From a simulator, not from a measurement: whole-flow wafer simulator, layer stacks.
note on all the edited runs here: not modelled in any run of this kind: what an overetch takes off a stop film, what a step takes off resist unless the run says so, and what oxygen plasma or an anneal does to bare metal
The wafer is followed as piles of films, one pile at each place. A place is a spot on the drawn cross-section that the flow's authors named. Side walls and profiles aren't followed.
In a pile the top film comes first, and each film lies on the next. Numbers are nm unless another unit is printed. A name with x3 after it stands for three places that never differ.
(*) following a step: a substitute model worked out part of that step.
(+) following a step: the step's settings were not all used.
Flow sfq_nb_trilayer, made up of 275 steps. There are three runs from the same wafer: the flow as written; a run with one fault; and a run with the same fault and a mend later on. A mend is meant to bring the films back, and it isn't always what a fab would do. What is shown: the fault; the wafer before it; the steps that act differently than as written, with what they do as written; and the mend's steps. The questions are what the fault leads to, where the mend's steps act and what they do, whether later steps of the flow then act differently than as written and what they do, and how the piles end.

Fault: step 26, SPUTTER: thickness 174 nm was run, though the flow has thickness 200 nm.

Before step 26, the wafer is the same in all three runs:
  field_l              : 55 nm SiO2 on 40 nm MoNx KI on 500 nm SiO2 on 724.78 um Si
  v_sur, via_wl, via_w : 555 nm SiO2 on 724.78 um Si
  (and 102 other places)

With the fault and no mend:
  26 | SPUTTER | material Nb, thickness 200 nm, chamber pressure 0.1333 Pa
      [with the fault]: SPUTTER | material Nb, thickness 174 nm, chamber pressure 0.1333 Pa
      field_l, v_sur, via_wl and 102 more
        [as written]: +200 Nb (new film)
        [with the fault]: +174 Nb (new film)
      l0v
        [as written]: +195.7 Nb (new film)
        [with the fault]: +169.7 Nb (new film)
  Steps further on in the flow that do not act as written (3 more steps, not shown, differ only slightly: by at most 2% or 0.5 nm, whichever is larger):
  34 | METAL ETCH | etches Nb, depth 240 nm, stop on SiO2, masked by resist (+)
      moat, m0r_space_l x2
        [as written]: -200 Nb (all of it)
        [with the fault]: -174 Nb (all of it)
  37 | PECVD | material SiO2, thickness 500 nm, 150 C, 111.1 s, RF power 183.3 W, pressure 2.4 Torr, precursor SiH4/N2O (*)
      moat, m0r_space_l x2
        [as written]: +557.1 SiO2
        [with the fault]: +531.1 SiO2
  The piles end different from the flow's at field_l, v_sur, via_wl and 100 more by more than 2% or 0.5 nm, whichever is larger.
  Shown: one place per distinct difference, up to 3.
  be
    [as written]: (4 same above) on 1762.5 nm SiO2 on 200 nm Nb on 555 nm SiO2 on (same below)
    [with the fault]: (4 same above) on 1762.5 nm SiO2 on 174 nm Nb on 555 nm SiO2 on (same below)
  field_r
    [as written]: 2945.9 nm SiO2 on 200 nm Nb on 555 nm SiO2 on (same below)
    [with the fault]: 2945.9 nm SiO2 on 174 nm Nb on 555 nm SiO2 on (same below)
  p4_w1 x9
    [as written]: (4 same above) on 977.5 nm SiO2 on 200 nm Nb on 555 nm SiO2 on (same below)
    [with the fault]: (4 same above) on 977.5 nm SiO2 on 174 nm Nb on 555 nm SiO2 on (same below)

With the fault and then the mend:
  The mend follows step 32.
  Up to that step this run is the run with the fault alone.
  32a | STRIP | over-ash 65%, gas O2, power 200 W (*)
      p4_fl x3, p4_w1 x9, p4_g1 x2 and 57 more
        -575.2 KrF resist (all of it), -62 anti-reflective coat (all of it)
      jj_sur, ce_l, c5j and 6 more
        -581.9 KrF resist (all of it), -63.6 anti-reflective coat (all of it)
      l0r_line_l, l0r_line_c, l0r_line_r
        -571.4 KrF resist (all of it), -59 anti-reflective coat (all of it)
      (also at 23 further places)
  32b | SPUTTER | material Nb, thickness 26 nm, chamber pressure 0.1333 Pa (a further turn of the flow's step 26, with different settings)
      field_l, via_wl, via_w and 100 more
        +26 Nb
      v_sur
        +25.1 Nb
      lsp_r
        +25.6 Nb
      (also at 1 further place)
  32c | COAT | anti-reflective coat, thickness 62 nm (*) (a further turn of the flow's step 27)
      p4_fl x3, p4_w1 x9, p4_g1 x2 and 59 more
        +62 anti-reflective coat (new film)
      gap, jj_sur, ce_l and 8 more
        +63.6 anti-reflective coat (new film)
      via_v, wire, ln_m5, lsp_m, ln_m6
        +63.8 anti-reflective coat (new film)
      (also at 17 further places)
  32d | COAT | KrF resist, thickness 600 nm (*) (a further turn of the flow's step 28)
      p4_fl x3, p4_w1 x9, p4_g1 x2 and 59 more
        +600 KrF resist (new film)
      jj_sur, ce_l, c5j, res, r_end
        +606.7 KrF resist (new film)
      ce_r, sp_r, be_r, r_sur
        +606.6 KrF resist (new film)
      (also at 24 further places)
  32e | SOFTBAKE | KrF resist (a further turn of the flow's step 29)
      alters no film at any place that is followed
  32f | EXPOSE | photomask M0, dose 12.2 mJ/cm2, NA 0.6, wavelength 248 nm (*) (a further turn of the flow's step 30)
      alters no film at any place that is followed
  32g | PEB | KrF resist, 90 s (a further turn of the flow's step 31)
      p4_fl x3, p4_w1 x9, p4_g1 x2 and 62 more
        -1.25 KrF resist
      v_sur, via_wr, via_sp and 21 more
        -1.27 KrF resist
      field_l, l0_sur
        -1.23 KrF resist
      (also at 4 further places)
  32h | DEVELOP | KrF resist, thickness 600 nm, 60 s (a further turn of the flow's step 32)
      field_l, v_sur, via_wl and 100 more
        -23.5 KrF resist
      m0r_space_l x2
        -598.7 KrF resist (all of it)
      moat
        -605.5 KrF resist (all of it)
  Later steps of the flow that are run all act as written at every place that is followed, up to a difference of at most 2% or 0.5 nm, whichever is larger.
  When the end is reached, the piles differ only a little from the flow's at the places that both follow, at most by 2% or 0.5 nm, whichever is larger.
